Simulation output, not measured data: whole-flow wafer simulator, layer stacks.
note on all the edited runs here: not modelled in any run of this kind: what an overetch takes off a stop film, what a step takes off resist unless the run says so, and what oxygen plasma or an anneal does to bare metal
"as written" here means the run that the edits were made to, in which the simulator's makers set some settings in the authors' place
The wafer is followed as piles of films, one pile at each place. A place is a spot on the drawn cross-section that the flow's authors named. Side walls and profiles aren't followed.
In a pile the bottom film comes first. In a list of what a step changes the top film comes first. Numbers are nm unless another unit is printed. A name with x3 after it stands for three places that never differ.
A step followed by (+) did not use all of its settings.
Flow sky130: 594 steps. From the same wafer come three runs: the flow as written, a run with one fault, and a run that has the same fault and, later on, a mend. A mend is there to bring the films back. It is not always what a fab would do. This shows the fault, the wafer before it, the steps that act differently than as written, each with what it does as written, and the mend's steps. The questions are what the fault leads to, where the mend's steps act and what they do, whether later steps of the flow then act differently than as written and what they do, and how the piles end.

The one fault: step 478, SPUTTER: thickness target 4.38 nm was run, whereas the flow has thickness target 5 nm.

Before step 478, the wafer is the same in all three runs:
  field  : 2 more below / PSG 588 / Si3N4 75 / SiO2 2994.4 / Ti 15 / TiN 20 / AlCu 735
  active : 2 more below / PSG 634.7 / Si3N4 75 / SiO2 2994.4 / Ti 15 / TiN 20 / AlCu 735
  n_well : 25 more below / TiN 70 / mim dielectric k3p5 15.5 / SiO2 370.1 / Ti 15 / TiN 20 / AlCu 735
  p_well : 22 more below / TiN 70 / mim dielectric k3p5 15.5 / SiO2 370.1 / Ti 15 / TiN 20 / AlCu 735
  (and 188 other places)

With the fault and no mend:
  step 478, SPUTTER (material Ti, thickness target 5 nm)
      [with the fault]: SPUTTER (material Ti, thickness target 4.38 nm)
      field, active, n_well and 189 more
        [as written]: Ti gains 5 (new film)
        [with the fault]: Ti gains 4.38 (new film)
  Steps further on in the flow that do not act as written (8 more steps, not shown, differ only slightly: by at most 2% or 0.5 nm, whichever is larger):
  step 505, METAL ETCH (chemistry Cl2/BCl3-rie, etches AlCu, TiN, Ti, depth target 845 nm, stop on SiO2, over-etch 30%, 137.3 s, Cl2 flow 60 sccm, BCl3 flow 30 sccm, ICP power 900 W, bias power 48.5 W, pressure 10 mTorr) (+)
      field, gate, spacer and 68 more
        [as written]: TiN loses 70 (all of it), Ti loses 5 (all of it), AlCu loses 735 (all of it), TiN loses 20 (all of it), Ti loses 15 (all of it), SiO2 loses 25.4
        [with the fault]: TiN loses 70 (all of it), Ti loses 4.38 (all of it), AlCu loses 735 (all of it), TiN loses 20 (all of it), Ti loses 15 (all of it), SiO2 loses 25.4
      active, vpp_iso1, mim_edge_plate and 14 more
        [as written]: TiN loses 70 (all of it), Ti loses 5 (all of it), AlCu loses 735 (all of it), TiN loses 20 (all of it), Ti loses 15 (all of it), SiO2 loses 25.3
        [with the fault]: TiN loses 70 (all of it), Ti loses 4.38 (all of it), AlCu loses 735 (all of it), TiN loses 20 (all of it), Ti loses 15 (all of it), SiO2 loses 25.4
  The piles end different from the flow's at n_well, p_well, gate_hv and 102 more by more than 2% or 0.5 nm, whichever is larger.
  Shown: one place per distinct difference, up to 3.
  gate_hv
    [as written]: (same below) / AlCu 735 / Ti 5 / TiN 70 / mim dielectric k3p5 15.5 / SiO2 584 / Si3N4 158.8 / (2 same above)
    [with the fault]: (same below) / AlCu 735 / Ti 4.38 / TiN 70 / mim dielectric k3p5 15.5 / SiO2 584.6 / Si3N4 158.8 / (2 same above)
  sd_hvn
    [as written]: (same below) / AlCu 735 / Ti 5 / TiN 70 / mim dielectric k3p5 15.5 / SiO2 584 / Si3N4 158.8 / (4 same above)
    [with the fault]: (same below) / AlCu 735 / Ti 4.38 / TiN 70 / mim dielectric k3p5 15.5 / SiO2 584.6 / Si3N4 158.8 / (4 same above)
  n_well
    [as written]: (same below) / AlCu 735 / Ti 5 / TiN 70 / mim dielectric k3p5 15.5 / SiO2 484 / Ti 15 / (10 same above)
    [with the fault]: (same below) / AlCu 735 / Ti 4.38 / TiN 70 / mim dielectric k3p5 15.5 / SiO2 484.6 / Ti 15 / (10 same above)

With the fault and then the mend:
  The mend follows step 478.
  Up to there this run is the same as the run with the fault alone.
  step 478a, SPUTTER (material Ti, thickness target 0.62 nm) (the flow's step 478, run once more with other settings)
      field, active, n_well and 189 more
        Ti gains 0.62
  Later steps of the flow that are run all act as written at every place that is followed.
  By the end, the piles equal the flow's at every place that both follow.
